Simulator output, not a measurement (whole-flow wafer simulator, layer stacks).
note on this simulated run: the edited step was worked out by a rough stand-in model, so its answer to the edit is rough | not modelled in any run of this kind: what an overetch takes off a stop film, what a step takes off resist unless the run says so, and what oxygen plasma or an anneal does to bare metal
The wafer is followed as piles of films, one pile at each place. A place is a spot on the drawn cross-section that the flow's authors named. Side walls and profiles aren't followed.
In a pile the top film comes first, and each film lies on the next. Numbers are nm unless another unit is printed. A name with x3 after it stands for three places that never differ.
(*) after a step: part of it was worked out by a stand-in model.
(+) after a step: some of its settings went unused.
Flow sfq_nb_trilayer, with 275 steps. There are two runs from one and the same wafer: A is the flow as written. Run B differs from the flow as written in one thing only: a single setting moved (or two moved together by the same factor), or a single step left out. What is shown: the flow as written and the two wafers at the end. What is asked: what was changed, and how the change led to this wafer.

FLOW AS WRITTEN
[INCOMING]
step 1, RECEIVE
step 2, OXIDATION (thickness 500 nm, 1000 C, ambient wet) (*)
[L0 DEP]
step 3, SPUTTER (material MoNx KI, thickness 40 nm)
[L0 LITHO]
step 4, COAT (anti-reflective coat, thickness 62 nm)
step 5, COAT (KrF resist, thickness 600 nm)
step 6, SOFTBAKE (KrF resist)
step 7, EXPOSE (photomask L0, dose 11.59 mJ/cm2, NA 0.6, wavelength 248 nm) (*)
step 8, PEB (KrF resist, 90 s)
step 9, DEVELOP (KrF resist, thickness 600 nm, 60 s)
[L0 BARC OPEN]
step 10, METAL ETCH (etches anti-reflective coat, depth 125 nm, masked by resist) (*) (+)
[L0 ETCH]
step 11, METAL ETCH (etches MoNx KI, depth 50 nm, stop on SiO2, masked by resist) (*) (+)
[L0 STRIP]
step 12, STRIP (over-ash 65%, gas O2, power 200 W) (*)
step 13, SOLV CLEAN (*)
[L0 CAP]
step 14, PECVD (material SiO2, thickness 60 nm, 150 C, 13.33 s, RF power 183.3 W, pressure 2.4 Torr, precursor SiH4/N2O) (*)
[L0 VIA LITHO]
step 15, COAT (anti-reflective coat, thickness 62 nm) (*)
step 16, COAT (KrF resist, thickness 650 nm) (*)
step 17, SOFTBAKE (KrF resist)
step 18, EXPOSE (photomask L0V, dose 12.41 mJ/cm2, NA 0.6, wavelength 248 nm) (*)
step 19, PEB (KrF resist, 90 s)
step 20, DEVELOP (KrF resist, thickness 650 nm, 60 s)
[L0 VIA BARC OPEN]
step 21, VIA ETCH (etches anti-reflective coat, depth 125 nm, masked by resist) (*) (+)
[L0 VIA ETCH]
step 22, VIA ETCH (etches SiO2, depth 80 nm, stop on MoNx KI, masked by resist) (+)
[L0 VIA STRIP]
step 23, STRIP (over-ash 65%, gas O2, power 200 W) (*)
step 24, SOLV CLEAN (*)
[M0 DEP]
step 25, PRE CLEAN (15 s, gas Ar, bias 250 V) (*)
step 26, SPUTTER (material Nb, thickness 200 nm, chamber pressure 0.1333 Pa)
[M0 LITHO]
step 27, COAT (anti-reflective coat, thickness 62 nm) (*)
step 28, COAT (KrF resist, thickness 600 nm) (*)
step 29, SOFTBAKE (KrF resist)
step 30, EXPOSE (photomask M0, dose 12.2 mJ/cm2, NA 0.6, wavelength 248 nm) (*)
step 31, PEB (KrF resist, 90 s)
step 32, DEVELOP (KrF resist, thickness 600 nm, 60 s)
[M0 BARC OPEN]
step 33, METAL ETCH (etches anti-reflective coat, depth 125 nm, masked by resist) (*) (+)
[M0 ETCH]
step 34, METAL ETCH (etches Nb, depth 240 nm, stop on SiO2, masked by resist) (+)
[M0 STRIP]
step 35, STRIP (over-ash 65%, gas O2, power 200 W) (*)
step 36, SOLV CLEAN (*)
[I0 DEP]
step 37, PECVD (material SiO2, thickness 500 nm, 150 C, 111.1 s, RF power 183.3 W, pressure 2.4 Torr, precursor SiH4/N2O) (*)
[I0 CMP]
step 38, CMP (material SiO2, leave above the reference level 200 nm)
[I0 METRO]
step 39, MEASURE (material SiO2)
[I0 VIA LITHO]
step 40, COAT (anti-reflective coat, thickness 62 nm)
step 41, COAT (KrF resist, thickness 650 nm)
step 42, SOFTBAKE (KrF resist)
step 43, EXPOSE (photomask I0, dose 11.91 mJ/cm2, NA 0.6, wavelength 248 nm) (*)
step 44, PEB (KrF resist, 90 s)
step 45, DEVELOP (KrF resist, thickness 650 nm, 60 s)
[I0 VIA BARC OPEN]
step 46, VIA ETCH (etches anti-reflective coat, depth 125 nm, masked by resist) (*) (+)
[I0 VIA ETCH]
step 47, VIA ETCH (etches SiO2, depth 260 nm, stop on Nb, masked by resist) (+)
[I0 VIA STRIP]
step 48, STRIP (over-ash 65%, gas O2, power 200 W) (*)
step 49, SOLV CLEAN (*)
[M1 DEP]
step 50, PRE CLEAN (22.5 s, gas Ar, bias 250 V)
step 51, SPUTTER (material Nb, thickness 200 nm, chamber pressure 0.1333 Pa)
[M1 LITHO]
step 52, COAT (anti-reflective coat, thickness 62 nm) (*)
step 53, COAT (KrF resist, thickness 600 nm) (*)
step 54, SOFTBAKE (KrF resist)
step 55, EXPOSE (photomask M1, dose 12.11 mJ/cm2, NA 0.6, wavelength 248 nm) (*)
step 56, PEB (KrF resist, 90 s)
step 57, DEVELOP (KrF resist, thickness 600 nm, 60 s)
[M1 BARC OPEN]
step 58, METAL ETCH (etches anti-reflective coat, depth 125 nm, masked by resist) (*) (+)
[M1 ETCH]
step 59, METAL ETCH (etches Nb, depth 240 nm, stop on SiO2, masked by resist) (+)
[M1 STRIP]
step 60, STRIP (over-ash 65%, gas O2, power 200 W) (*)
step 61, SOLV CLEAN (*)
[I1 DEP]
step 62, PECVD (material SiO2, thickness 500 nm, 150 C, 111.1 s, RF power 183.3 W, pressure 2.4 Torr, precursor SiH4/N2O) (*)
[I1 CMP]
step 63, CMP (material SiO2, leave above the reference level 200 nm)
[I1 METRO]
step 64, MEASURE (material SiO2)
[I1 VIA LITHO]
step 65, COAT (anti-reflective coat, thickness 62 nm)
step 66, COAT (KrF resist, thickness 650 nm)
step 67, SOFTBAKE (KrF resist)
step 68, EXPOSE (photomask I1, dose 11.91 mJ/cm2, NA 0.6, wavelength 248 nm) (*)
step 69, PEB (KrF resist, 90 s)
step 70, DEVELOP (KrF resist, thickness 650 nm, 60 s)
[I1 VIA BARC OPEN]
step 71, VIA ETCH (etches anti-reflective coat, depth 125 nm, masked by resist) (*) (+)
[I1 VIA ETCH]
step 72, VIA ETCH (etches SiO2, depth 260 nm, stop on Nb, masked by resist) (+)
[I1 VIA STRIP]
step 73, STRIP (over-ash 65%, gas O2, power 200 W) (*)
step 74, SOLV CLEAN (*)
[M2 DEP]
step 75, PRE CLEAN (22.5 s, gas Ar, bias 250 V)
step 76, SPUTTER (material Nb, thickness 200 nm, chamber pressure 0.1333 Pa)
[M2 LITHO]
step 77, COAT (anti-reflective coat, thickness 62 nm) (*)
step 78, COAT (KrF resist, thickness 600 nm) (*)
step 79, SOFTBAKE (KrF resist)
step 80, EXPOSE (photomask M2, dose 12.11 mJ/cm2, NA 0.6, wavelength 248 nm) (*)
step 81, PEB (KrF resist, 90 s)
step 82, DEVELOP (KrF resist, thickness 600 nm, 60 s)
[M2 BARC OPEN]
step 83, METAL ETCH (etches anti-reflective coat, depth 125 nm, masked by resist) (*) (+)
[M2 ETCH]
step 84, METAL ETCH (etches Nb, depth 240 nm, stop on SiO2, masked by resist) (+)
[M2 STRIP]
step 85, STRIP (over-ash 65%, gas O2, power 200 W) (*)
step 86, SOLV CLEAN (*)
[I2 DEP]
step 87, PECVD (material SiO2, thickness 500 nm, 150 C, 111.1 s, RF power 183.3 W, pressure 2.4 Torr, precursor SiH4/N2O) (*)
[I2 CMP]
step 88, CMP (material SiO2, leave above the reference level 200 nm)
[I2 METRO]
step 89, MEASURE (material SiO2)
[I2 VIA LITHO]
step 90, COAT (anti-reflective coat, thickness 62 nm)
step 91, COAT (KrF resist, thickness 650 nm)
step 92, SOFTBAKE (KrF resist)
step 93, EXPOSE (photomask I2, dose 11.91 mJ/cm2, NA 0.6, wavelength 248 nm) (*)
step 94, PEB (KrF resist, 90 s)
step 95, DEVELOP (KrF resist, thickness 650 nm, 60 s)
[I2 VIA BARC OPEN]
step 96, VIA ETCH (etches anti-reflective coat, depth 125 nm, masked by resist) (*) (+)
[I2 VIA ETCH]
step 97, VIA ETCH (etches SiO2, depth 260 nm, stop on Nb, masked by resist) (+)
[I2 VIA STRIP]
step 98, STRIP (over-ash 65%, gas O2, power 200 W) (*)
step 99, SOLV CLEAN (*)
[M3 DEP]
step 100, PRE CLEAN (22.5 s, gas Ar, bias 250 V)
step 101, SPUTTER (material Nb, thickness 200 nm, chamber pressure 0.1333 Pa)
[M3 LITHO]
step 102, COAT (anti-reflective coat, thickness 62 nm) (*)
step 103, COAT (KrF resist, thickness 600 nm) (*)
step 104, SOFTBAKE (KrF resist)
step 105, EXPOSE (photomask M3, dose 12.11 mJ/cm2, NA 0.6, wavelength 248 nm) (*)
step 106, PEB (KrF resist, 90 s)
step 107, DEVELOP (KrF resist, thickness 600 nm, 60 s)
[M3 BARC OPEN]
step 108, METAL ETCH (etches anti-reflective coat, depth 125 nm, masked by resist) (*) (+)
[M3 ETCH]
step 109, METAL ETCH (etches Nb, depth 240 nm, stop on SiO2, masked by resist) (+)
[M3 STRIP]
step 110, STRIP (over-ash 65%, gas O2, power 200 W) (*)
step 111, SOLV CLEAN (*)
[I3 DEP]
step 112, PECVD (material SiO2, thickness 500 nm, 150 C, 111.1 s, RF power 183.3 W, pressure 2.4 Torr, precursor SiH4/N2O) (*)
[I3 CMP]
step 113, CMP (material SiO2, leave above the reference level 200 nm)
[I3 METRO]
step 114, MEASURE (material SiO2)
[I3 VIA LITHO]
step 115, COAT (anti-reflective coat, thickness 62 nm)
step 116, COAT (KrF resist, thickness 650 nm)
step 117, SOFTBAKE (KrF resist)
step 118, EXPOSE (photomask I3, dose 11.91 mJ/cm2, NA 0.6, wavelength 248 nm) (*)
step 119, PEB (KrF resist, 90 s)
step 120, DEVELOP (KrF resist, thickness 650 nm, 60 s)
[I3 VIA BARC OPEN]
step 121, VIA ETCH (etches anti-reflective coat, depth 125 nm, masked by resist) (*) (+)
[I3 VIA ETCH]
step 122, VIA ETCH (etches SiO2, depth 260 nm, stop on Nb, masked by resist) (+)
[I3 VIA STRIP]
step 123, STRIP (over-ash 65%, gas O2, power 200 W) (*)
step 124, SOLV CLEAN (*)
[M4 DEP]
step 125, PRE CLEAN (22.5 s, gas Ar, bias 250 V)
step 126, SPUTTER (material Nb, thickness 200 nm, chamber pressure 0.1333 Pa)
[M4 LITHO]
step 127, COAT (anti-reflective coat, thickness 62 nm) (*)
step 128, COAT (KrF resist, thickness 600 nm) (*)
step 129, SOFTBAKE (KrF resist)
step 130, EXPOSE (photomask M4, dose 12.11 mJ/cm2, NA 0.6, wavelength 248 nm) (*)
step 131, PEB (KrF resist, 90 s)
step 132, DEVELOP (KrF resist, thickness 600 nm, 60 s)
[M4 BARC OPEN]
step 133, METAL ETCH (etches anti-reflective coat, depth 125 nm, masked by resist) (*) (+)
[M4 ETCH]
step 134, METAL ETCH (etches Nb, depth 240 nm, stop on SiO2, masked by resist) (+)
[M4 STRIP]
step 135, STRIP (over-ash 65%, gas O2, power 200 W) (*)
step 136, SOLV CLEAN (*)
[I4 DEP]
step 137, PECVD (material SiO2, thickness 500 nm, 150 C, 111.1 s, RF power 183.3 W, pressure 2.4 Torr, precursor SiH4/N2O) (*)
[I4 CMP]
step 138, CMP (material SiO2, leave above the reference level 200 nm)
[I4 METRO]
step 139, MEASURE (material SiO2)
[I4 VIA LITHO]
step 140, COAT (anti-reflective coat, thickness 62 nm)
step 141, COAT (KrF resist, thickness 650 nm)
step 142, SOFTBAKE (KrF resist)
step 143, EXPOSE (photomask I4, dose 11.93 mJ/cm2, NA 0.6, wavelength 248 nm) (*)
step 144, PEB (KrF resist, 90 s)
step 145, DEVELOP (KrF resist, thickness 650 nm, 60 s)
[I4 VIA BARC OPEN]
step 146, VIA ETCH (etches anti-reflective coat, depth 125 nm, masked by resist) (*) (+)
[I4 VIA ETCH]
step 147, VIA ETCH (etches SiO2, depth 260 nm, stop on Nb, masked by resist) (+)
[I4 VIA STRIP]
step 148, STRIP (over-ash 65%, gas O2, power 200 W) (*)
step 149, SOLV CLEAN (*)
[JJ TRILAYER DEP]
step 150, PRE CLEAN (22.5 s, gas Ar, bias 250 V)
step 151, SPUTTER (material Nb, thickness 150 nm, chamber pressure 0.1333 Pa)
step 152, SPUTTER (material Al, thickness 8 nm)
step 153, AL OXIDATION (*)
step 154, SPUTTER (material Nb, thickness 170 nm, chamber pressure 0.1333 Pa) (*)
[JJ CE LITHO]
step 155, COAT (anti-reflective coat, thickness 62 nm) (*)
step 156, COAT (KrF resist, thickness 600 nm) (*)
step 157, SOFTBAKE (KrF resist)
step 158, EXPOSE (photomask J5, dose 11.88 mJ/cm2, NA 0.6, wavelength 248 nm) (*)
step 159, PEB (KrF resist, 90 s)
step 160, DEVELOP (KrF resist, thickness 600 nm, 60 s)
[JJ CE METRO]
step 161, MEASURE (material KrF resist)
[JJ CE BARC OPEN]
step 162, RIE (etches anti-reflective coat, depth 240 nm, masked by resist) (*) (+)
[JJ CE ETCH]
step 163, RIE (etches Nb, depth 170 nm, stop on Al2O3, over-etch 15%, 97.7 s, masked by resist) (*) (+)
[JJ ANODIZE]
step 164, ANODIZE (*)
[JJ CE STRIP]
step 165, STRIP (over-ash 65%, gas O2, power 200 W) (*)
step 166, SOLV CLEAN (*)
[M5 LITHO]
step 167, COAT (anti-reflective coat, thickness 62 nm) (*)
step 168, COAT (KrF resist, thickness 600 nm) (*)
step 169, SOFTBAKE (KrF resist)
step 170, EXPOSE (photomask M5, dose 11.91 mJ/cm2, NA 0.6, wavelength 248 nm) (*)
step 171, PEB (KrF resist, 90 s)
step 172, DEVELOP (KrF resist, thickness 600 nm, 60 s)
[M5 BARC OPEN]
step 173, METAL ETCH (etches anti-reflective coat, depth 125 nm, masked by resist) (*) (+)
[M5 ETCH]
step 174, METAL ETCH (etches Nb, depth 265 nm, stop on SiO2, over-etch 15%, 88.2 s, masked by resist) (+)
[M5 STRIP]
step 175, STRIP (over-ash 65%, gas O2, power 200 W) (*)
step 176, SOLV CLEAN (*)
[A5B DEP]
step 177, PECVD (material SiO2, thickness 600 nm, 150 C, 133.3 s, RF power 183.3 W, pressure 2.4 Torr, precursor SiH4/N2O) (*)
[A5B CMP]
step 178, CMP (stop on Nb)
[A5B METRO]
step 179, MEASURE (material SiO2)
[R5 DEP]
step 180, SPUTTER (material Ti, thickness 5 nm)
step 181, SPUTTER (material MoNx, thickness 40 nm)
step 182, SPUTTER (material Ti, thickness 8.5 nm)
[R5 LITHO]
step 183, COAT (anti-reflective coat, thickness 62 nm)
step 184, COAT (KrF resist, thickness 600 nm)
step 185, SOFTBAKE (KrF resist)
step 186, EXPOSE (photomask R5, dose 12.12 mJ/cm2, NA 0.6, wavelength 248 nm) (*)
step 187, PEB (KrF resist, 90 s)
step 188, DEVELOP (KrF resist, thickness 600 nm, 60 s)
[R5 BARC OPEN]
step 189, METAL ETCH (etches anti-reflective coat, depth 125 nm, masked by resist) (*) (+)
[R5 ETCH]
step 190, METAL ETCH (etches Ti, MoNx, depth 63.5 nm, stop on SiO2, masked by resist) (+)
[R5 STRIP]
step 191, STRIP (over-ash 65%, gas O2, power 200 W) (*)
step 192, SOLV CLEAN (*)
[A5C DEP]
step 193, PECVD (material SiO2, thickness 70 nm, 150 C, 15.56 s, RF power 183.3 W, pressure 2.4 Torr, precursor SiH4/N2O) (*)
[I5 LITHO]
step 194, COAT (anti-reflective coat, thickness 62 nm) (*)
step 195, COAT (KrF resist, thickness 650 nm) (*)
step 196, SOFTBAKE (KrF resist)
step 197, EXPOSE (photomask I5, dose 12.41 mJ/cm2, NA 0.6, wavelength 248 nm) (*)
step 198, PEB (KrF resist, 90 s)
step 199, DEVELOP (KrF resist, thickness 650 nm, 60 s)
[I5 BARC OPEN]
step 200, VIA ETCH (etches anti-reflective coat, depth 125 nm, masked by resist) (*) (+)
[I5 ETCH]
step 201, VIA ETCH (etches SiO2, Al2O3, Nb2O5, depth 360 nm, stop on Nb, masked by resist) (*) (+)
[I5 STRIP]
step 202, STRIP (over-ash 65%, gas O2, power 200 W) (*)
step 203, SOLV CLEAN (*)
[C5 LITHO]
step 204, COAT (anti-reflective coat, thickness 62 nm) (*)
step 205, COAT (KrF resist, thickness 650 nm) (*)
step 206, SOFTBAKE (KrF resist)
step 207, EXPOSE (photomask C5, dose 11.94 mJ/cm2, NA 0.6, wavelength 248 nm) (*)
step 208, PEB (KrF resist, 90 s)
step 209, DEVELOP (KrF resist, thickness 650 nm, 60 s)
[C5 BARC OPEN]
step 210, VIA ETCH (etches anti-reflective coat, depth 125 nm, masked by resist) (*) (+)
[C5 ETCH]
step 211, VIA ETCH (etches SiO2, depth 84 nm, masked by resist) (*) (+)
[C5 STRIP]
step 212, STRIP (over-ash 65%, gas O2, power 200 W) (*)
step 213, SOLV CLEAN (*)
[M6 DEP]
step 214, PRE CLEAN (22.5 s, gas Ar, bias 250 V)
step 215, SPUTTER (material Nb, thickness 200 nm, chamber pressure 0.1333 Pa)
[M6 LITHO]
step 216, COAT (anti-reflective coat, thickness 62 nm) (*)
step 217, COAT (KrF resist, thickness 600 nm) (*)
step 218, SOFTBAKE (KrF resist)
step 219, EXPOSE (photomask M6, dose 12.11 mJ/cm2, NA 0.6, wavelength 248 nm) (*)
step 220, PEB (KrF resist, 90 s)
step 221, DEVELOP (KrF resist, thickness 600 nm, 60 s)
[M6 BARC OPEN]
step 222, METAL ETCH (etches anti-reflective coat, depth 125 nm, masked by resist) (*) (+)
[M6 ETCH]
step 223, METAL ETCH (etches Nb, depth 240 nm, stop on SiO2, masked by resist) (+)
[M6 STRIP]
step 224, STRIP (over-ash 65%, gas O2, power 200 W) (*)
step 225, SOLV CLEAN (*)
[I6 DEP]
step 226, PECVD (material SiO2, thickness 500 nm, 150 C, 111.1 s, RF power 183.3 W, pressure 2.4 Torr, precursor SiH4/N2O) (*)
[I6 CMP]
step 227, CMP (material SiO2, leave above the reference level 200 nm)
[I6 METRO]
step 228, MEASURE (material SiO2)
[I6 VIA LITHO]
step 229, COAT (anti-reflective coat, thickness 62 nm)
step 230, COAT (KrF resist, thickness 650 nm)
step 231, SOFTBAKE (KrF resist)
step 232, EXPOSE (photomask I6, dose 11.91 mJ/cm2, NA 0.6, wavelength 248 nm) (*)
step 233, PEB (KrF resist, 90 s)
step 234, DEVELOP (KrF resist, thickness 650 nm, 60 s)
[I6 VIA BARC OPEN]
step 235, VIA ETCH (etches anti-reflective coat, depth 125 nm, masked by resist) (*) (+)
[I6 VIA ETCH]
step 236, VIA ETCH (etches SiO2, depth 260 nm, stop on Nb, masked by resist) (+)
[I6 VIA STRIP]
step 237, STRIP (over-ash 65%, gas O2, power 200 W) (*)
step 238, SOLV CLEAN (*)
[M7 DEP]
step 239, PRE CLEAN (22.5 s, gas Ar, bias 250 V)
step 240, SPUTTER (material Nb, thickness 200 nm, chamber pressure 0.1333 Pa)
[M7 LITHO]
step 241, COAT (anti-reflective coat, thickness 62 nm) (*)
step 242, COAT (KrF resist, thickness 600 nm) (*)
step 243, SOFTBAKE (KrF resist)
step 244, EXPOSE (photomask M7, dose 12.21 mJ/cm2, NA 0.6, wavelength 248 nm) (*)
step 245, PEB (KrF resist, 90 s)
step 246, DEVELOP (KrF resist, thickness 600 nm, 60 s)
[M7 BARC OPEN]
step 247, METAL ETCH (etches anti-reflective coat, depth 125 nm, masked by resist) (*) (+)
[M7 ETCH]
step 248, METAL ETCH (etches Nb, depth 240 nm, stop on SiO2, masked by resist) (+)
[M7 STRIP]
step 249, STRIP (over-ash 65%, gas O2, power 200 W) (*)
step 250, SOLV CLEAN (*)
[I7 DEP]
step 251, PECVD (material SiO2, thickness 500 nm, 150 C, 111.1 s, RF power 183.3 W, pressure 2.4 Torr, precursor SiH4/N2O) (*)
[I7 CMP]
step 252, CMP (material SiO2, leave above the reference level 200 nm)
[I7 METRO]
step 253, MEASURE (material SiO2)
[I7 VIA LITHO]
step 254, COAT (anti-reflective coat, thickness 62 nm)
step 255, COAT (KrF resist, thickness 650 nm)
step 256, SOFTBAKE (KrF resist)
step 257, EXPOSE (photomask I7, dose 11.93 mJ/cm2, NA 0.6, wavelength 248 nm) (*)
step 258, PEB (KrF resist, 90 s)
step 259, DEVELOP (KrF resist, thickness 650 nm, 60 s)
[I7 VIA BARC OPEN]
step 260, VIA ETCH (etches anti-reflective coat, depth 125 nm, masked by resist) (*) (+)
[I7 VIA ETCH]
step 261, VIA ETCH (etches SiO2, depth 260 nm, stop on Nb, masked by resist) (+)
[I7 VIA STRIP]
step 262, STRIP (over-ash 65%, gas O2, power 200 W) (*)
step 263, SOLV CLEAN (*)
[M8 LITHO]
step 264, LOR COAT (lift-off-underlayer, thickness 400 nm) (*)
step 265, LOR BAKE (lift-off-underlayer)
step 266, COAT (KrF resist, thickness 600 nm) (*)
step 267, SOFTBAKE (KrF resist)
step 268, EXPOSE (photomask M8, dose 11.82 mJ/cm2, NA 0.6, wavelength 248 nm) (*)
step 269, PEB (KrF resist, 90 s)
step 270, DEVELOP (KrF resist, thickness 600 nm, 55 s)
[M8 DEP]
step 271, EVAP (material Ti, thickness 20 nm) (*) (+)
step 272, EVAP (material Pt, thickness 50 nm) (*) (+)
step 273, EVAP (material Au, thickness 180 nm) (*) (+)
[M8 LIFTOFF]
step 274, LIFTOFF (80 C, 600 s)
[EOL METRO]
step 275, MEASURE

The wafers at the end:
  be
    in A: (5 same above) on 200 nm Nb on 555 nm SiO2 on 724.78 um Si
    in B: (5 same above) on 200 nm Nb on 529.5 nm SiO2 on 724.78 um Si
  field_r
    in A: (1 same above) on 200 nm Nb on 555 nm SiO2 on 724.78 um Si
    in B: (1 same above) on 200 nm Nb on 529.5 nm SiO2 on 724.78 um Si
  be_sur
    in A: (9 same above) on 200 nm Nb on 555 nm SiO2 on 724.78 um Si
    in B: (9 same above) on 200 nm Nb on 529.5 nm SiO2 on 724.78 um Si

Cause: step 14, PECVD: thickness 34.5 nm was run, whereas the flow has thickness 60 nm; step 14, PECVD: 7.667 s was run, where the flow has 13.33 s.

Step by step, how the change led to this:
  step 14, PECVD (material SiO2, thickness 60 nm, 150 C, 13.33 s, RF power 183.3 W, pressure 2.4 Torr, precursor SiH4/N2O) (*)
      v_sur, via_wl, via_w and 97 more: A +60 SiO2 | B +34.5 SiO2
      field_l, l0_sur, l0v, l0r_line_l, l0r_line_c, l0r_line_r: A +60 SiO2 (new film) | B +34.5 SiO2 (new film)
  step 22, VIA ETCH (etches SiO2, depth 80 nm, stop on MoNx KI, masked by resist) (+)
      field_l, v_sur, via_wl and 102 more: A -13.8 KrF resist | B -8.88 KrF resist
      l0v: A -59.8 SiO2 (all of it) | B -34.3 SiO2 (all of it)
  step 26, SPUTTER (material Nb, thickness 200 nm, chamber pressure 0.1333 Pa)
      l0v: A +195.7 Nb (new film) | B +200 Nb (new film)
  step 27, COAT (anti-reflective coat, thickness 62 nm) (*)
      l0_sur: A +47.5 anti-reflective coat (new film) | B +50.3 anti-reflective coat (new film)
      l0v: A +78 anti-reflective coat (new film) | B +70 anti-reflective coat (new film)
  step 28, COAT (KrF resist, thickness 600 nm) (*)
      l0v: A +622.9 KrF resist (new film) | B +607.1 KrF resist (new film)
  step 35, STRIP (over-ash 65%, gas O2, power 200 W) (*)
      l0_sur: A -372 KrF resist (all of it), -47.5 anti-reflective coat (all of it) | B -373.5 KrF resist (all of it), -50.3 anti-reflective coat (all of it)
      l0v: A -405.3 KrF resist (all of it), -78 anti-reflective coat (all of it) | B -389.5 KrF resist (all of it), -70 anti-reflective coat (all of it)
  step 38, CMP (material SiO2, leave above the reference level 200 nm)
      l0v: A -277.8 SiO2 | B -307.6 SiO2
